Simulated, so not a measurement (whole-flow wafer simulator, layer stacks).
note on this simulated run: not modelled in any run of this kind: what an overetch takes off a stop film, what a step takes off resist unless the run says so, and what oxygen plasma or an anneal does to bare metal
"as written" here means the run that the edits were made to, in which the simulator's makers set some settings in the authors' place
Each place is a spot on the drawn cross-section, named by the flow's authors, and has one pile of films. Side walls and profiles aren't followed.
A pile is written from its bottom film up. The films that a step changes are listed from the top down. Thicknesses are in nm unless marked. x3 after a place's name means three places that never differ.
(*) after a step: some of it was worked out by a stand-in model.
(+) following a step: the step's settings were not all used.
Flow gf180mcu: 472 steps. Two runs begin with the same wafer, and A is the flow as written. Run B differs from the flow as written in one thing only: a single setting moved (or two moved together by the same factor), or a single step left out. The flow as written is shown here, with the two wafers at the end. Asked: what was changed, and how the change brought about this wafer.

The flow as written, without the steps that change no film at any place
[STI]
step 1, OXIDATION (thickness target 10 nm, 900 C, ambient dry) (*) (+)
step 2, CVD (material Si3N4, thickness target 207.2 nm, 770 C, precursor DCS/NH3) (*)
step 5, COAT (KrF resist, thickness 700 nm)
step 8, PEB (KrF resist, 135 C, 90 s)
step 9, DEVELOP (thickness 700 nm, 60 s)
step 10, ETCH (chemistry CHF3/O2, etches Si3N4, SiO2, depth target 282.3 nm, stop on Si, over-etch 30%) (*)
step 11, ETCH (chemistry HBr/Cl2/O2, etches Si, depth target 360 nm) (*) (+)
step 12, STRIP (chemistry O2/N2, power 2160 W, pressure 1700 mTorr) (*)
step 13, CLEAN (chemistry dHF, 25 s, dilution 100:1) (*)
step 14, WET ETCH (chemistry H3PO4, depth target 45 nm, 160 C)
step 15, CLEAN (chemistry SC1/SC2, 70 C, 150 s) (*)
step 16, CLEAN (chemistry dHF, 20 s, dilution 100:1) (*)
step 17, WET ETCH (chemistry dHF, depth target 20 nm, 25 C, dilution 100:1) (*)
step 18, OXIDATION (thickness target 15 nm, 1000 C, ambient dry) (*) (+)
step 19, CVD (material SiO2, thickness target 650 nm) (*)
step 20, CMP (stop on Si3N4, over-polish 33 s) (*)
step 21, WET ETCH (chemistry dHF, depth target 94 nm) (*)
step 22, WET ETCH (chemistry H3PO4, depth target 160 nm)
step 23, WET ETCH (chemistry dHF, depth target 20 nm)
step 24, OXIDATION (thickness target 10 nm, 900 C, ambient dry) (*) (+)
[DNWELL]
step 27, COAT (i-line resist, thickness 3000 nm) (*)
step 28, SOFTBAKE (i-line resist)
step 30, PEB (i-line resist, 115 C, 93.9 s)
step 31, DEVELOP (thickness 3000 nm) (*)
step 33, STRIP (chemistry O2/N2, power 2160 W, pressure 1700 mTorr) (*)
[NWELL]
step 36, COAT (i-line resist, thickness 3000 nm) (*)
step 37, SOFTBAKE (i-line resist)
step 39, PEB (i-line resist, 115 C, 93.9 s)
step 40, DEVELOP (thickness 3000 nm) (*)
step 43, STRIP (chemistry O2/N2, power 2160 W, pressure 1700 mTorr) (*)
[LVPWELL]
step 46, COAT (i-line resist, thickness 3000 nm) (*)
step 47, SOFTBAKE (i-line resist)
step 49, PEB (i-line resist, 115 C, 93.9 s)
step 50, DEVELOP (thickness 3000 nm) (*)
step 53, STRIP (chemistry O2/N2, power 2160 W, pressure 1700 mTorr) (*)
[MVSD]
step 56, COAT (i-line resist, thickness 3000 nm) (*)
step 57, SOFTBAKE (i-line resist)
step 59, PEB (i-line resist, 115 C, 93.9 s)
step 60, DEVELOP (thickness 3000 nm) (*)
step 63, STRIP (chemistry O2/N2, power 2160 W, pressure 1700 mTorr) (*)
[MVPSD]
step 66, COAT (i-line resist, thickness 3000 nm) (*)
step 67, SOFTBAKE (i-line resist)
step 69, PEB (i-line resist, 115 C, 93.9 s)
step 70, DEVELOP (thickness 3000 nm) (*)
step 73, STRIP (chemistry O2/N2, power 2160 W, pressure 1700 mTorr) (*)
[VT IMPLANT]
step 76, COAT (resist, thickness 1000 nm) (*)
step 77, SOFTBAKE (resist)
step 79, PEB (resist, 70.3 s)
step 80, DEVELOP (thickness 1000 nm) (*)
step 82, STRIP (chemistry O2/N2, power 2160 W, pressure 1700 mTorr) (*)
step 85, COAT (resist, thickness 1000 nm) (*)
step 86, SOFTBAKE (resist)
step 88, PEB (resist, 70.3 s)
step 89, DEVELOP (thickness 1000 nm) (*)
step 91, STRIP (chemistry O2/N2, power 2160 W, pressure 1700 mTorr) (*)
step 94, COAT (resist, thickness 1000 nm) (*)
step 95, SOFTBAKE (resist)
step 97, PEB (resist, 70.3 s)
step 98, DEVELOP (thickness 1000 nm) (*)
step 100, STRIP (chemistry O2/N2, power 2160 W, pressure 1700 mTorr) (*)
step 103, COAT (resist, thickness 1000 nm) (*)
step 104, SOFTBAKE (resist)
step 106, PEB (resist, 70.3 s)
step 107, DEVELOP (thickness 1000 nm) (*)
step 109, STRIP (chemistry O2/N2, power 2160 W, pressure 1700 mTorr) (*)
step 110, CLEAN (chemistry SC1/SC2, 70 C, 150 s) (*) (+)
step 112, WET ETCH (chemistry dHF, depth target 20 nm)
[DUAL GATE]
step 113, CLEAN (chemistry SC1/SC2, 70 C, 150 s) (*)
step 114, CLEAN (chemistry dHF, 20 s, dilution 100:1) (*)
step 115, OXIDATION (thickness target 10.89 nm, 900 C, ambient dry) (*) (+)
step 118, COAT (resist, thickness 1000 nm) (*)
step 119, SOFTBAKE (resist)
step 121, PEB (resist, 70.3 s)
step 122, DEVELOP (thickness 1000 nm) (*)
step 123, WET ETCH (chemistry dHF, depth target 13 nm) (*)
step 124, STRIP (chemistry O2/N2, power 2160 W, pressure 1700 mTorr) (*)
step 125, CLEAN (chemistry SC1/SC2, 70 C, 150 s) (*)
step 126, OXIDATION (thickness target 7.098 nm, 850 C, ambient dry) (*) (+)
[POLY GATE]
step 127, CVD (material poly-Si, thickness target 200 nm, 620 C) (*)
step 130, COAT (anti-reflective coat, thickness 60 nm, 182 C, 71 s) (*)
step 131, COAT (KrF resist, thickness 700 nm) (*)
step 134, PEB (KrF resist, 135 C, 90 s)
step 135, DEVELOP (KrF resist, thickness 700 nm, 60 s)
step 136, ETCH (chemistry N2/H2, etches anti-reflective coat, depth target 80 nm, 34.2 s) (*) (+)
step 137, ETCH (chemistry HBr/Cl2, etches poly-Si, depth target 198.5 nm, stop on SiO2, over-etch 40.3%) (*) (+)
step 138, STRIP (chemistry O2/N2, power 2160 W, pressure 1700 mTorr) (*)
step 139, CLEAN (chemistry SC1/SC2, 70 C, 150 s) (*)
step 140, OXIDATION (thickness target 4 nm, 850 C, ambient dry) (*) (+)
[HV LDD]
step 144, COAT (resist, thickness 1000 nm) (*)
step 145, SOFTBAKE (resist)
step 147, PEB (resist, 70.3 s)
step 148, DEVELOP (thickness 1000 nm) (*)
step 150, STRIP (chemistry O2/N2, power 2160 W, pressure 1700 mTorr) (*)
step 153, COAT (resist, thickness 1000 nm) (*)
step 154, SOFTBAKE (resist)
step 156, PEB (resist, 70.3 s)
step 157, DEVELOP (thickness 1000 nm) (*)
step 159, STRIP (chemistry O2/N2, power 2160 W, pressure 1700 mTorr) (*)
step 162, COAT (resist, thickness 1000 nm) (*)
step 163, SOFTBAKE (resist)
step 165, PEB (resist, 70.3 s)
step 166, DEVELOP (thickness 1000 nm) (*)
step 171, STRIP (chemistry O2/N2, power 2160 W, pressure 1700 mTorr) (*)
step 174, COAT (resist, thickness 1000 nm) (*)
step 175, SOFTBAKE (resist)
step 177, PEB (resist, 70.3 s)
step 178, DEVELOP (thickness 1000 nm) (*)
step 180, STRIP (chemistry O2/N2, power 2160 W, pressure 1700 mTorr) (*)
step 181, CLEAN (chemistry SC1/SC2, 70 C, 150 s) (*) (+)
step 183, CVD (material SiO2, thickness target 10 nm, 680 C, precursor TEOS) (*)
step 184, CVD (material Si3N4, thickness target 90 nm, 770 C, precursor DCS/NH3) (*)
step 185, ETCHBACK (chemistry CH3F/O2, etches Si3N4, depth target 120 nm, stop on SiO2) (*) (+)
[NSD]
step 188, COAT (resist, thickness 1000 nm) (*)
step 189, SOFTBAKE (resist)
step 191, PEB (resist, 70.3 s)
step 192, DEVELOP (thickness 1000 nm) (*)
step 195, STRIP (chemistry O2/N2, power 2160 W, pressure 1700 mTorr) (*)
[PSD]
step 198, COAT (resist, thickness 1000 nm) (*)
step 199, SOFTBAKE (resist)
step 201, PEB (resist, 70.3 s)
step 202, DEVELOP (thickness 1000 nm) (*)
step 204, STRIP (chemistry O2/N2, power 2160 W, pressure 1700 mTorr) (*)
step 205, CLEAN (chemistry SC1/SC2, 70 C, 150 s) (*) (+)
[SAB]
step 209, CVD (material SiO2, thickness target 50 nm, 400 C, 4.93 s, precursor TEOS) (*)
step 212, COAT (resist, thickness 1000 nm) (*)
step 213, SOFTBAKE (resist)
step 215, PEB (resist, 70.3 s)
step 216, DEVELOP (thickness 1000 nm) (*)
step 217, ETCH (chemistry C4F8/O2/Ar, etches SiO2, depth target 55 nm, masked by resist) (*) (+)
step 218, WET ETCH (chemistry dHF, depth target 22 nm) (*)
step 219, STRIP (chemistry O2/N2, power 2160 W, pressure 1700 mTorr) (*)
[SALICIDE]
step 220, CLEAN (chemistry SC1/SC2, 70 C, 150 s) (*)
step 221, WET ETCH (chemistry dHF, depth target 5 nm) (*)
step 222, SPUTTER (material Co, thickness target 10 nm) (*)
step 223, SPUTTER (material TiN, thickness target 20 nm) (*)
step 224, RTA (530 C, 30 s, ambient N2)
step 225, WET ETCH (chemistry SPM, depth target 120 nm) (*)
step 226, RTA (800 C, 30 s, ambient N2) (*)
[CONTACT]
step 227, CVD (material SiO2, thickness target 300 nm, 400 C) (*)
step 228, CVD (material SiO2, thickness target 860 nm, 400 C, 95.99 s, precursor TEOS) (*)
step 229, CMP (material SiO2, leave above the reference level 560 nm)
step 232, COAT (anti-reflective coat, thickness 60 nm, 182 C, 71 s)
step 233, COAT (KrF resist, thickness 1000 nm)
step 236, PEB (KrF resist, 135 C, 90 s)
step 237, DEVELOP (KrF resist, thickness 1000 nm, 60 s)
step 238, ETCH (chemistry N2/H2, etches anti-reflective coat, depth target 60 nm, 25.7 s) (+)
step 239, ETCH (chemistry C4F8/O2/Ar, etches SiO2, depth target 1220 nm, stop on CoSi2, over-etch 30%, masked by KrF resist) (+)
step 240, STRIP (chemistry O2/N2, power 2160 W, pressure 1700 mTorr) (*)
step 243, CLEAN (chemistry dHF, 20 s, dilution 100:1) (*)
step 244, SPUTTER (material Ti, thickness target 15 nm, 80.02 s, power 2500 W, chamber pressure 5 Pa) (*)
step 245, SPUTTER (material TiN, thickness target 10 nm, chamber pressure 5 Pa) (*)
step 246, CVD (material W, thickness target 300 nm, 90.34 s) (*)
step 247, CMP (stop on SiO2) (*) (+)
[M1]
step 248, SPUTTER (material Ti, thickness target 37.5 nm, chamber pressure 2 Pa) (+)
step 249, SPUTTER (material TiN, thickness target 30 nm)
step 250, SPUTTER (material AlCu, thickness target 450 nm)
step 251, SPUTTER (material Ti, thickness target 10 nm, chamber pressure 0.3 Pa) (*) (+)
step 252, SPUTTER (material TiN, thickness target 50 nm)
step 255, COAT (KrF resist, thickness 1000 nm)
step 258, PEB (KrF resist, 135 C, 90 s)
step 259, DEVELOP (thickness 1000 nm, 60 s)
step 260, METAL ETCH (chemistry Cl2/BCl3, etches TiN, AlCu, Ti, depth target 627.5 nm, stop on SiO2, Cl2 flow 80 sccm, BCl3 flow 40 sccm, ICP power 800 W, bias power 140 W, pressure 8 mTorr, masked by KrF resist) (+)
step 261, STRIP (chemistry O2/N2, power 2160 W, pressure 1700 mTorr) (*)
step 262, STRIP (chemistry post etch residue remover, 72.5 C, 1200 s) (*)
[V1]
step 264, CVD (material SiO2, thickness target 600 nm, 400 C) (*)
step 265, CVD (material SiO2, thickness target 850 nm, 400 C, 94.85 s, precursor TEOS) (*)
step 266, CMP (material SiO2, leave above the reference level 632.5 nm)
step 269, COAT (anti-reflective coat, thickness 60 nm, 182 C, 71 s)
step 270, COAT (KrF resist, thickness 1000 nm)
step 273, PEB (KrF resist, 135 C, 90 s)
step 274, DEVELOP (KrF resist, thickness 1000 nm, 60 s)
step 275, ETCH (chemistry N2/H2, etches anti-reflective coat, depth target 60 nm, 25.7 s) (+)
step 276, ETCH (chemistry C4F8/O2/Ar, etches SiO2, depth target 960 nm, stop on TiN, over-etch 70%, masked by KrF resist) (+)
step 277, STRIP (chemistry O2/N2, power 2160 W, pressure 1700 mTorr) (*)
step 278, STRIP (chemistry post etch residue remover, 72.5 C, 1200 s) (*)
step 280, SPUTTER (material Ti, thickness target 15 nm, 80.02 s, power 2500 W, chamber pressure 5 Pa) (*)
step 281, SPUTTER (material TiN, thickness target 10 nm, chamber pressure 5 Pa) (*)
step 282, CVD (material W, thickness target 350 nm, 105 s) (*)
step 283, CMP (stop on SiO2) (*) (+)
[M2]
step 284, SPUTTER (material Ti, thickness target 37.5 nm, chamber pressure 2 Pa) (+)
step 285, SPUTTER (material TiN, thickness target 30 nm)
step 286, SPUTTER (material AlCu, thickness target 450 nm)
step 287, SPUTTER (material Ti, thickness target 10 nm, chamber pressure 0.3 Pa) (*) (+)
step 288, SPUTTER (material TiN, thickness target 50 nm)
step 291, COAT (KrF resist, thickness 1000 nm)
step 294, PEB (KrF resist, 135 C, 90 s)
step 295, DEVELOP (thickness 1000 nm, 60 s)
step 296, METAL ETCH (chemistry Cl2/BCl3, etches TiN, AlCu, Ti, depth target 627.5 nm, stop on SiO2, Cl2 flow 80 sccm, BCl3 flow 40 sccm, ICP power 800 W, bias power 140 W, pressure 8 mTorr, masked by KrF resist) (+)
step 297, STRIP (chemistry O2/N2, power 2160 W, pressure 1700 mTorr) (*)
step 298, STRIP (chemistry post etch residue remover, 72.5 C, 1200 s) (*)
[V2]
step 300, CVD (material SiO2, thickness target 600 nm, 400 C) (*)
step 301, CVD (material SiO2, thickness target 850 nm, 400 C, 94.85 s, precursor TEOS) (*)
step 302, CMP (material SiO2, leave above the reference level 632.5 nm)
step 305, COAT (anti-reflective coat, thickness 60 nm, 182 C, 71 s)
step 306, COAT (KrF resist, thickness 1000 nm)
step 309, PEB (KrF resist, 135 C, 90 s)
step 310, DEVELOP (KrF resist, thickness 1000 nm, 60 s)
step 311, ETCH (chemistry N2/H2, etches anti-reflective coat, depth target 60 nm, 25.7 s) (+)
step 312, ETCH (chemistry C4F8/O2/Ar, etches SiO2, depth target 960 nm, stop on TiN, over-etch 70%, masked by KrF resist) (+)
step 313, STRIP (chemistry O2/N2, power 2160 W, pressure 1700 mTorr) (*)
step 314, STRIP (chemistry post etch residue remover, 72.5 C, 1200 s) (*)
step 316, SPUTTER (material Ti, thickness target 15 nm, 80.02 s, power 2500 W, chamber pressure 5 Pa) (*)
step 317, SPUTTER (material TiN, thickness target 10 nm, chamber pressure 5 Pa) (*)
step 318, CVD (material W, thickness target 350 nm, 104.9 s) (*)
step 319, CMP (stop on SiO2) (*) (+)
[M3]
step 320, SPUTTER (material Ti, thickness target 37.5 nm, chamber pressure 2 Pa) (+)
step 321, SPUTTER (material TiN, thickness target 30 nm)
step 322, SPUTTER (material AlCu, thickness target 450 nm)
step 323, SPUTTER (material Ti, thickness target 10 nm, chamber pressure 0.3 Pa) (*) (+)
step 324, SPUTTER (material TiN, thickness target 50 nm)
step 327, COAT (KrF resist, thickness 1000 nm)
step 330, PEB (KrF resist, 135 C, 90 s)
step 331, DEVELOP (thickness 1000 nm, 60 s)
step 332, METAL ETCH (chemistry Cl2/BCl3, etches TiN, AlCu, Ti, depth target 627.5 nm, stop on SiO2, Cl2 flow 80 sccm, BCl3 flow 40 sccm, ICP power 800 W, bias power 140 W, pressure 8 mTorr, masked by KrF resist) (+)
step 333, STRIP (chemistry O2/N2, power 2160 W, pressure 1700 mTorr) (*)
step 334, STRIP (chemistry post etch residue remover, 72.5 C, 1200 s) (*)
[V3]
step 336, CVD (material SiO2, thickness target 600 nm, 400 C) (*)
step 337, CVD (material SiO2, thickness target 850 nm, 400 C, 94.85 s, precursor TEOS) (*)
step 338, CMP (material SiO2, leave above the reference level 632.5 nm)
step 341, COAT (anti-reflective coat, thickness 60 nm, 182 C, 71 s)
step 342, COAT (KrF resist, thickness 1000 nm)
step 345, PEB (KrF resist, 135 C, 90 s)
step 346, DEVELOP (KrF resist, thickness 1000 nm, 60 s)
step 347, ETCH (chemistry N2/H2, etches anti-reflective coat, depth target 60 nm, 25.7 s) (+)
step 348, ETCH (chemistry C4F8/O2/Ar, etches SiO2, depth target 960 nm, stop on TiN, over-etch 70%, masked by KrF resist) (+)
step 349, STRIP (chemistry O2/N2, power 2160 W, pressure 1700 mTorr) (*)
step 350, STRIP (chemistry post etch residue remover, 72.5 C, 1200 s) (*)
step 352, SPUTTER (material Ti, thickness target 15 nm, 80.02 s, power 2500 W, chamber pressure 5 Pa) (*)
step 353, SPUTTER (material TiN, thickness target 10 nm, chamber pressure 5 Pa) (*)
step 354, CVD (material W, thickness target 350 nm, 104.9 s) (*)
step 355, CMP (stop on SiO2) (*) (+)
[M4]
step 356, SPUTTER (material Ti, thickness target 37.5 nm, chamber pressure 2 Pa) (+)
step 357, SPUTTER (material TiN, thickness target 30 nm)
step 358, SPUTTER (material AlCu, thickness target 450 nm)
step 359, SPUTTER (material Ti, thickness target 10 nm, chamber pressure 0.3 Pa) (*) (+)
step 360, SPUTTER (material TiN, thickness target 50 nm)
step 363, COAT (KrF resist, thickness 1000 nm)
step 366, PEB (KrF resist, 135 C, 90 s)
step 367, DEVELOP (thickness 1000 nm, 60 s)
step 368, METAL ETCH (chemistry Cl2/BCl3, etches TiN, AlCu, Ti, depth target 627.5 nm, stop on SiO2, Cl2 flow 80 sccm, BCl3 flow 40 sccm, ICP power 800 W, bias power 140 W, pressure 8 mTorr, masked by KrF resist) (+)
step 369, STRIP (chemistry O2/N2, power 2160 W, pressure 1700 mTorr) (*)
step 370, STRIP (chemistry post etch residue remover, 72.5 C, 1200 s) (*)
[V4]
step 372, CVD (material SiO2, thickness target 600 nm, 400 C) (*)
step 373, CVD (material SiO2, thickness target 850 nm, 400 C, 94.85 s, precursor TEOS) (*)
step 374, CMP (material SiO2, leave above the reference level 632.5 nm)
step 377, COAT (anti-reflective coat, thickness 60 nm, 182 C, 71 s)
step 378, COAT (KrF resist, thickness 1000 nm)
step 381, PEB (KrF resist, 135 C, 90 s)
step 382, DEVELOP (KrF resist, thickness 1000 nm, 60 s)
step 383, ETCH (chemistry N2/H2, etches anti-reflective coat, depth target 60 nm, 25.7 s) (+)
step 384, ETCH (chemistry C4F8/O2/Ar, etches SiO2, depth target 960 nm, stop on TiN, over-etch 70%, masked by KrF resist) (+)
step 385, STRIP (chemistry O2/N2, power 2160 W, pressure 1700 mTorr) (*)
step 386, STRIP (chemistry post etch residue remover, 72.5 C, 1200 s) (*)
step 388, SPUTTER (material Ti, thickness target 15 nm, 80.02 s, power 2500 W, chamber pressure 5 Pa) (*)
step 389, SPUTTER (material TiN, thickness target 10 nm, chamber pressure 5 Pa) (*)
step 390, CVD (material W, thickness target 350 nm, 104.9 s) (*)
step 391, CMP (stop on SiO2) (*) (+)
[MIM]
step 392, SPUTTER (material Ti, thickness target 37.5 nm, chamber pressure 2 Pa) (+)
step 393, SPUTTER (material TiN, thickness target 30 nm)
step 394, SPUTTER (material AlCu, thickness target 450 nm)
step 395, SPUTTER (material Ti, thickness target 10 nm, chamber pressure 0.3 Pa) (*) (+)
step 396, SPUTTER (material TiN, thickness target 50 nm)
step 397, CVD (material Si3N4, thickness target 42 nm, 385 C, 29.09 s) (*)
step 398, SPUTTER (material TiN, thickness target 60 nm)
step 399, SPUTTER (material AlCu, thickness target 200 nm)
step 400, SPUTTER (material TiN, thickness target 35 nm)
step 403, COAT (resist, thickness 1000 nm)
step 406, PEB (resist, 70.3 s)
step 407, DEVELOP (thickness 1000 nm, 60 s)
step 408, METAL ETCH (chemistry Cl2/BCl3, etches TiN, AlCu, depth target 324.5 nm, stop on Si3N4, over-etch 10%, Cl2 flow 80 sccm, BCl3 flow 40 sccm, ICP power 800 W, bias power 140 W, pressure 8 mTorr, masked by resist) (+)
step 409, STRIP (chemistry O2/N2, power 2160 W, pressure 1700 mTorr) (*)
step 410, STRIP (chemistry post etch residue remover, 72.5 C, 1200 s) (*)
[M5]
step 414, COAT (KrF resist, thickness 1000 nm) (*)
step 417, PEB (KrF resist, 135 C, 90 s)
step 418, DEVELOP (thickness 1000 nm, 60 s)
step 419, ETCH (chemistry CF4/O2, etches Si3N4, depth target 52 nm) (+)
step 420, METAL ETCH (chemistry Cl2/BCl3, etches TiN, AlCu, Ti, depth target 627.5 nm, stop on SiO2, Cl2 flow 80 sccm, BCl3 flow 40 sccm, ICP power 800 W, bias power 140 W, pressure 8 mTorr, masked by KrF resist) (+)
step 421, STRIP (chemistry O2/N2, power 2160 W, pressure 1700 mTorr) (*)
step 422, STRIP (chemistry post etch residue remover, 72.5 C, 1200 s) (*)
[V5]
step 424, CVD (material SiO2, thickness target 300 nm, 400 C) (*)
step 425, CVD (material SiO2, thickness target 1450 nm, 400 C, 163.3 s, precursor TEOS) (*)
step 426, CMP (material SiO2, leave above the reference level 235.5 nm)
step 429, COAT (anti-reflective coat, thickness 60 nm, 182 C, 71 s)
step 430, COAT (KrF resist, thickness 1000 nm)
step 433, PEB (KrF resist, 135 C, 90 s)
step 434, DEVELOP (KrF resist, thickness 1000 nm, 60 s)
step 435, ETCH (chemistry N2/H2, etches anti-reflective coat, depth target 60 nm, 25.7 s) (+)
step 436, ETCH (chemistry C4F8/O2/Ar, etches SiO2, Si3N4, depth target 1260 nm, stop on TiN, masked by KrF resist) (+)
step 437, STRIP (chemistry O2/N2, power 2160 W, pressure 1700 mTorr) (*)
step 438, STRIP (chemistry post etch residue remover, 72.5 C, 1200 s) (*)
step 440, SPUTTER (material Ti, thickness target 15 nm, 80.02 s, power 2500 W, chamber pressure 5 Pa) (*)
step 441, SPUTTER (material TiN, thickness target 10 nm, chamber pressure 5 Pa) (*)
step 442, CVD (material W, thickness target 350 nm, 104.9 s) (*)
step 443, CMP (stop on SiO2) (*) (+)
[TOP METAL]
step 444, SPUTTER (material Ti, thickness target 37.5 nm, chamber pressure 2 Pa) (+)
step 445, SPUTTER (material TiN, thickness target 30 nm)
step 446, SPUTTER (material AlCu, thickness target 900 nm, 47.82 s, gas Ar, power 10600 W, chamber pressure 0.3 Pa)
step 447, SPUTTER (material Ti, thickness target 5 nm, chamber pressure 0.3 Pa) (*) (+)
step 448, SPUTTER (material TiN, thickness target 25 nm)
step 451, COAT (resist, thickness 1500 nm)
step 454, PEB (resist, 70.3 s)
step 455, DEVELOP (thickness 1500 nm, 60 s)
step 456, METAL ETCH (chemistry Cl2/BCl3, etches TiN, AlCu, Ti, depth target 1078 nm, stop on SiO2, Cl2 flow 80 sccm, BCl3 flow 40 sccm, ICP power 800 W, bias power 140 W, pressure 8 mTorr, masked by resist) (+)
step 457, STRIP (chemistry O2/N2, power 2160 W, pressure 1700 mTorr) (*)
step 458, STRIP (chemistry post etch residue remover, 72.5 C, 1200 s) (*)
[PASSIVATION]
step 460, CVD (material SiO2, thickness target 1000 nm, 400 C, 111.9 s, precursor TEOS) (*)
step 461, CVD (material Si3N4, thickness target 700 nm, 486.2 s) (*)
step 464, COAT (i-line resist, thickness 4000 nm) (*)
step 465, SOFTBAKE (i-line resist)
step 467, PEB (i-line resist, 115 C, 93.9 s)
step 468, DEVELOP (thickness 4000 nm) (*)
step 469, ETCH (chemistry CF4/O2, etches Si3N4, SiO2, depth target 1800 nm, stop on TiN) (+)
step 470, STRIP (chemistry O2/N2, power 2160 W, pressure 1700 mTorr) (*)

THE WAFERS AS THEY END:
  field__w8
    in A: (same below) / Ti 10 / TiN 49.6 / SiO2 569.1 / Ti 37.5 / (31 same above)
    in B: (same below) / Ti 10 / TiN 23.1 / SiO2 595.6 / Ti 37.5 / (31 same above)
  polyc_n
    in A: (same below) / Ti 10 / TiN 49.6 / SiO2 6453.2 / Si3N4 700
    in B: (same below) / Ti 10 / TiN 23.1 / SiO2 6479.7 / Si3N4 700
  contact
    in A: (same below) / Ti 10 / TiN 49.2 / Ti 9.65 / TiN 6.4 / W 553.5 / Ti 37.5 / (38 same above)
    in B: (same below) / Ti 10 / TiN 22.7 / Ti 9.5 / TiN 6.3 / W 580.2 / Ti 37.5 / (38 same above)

The reason: step 252, SPUTTER: thickness target 23.5 nm was run, while the flow as written has thickness target 50 nm.

The path from the change to this, step by step:
  step 252, SPUTTER (material TiN, thickness target 50 nm)
      field, field__w1, field__w2 and 108 more: A +50 TiN (new film) | B +23.5 TiN (new film)
  step 260, METAL ETCH (chemistry Cl2/BCl3, etches TiN, AlCu, Ti, depth target 627.5 nm, stop on SiO2, Cl2 flow 80 sccm, BCl3 flow 40 sccm, ICP power 800 W, bias power 140 W, pressure 8 mTorr, masked by KrF resist) (+)
      field, field__w1, field__w2 and 99 more: A -50 TiN (all of it), -10 Ti (all of it), -450 AlCu (all of it), -30 TiN (all of it), -37.5 Ti (all of it) | B -23.5 TiN (all of it), -10 Ti (all of it), -450 AlCu (all of it), -30 TiN (all of it), -37.5 Ti (all of it)
  step 266, CMP (material SiO2, leave above the reference level 632.5 nm)
      field__w8, contact, m1 and 6 more: A -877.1 SiO2 | B -850.6 SiO2
  step 276, ETCH (chemistry C4F8/O2/Ar, etches SiO2, depth target 960 nm, stop on TiN, over-etch 70%, masked by KrF resist) (+)
      contact: A -572.5 SiO2 (all of it) | B -599 SiO2 (all of it)
  step 282, CVD (material W, thickness target 350 nm, 105 s) (*)
      contact: A +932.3 W (new film) | B +959 W (new film)
